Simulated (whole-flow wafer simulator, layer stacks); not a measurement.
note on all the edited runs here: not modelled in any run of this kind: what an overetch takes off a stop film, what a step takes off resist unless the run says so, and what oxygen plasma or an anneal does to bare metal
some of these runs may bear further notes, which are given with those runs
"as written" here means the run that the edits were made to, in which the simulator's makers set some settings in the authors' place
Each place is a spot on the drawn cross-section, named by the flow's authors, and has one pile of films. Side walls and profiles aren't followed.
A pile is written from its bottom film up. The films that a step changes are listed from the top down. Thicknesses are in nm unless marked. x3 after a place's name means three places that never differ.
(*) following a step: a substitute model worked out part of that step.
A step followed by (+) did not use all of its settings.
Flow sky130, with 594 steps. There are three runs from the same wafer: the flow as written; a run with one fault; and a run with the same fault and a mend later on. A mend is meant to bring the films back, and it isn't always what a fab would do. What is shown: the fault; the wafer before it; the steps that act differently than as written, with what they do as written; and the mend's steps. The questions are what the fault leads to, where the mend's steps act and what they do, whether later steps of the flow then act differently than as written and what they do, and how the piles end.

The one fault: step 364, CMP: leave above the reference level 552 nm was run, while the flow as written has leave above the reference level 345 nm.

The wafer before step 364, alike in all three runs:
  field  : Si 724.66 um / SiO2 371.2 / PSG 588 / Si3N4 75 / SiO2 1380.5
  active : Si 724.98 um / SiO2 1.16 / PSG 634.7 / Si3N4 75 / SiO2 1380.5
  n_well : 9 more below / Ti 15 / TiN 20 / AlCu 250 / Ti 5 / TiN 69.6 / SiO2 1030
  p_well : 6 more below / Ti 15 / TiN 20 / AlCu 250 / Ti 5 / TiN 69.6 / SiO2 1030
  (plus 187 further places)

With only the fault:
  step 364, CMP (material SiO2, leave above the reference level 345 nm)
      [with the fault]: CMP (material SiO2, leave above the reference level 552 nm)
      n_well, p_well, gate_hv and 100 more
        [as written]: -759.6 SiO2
        [with the fault]: -552.6 SiO2
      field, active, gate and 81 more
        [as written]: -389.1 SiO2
        [with the fault]: -182.1 SiO2
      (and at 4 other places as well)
  Steps later in the flow that act otherwise than as written (12 other steps are not shown; they differ only slightly, by no more than 2% or 0.5 nm, whichever is larger):
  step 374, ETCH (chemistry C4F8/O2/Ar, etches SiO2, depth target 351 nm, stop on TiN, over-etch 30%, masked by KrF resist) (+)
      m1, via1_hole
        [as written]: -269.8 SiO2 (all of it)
        [with the fault]: -351 SiO2
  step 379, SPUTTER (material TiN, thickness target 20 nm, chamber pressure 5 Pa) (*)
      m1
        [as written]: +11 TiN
        [with the fault]: +9.52 TiN (new film)
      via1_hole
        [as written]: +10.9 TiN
        [with the fault]: +9.52 TiN (new film)
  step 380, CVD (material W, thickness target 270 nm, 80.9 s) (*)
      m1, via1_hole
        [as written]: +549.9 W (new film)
        [with the fault]: +632.1 W (new film)
  The piles end different from the flow's at field, active, n_well and 190 more by more than 2% or 0.5 nm, whichever is larger.
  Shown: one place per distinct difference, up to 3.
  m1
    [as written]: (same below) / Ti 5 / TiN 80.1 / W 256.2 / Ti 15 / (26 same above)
    [with the fault]: (same below) / Ti 5 / TiN 69.6 / SiO2 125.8 / TiN 9.52 / W 338.4 / Ti 15 / (26 same above)
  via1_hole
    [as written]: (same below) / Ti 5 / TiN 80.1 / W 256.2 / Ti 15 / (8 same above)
    [with the fault]: (same below) / Ti 5 / TiN 69.6 / SiO2 125.8 / TiN 9.52 / W 338.4 / Ti 15 / (8 same above)
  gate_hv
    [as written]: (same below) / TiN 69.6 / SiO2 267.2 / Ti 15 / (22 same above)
    [with the fault]: (same below) / TiN 69.6 / SiO2 474.2 / Ti 15 / (22 same above)

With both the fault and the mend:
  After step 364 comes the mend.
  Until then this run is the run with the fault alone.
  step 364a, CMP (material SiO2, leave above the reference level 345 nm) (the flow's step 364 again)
      field, active, n_well and 188 more
        -207 SiO2
  Every later step of the flow that is run acts as written at every place that is followed.
  The piles end the same as the flow's at every place that both follow.
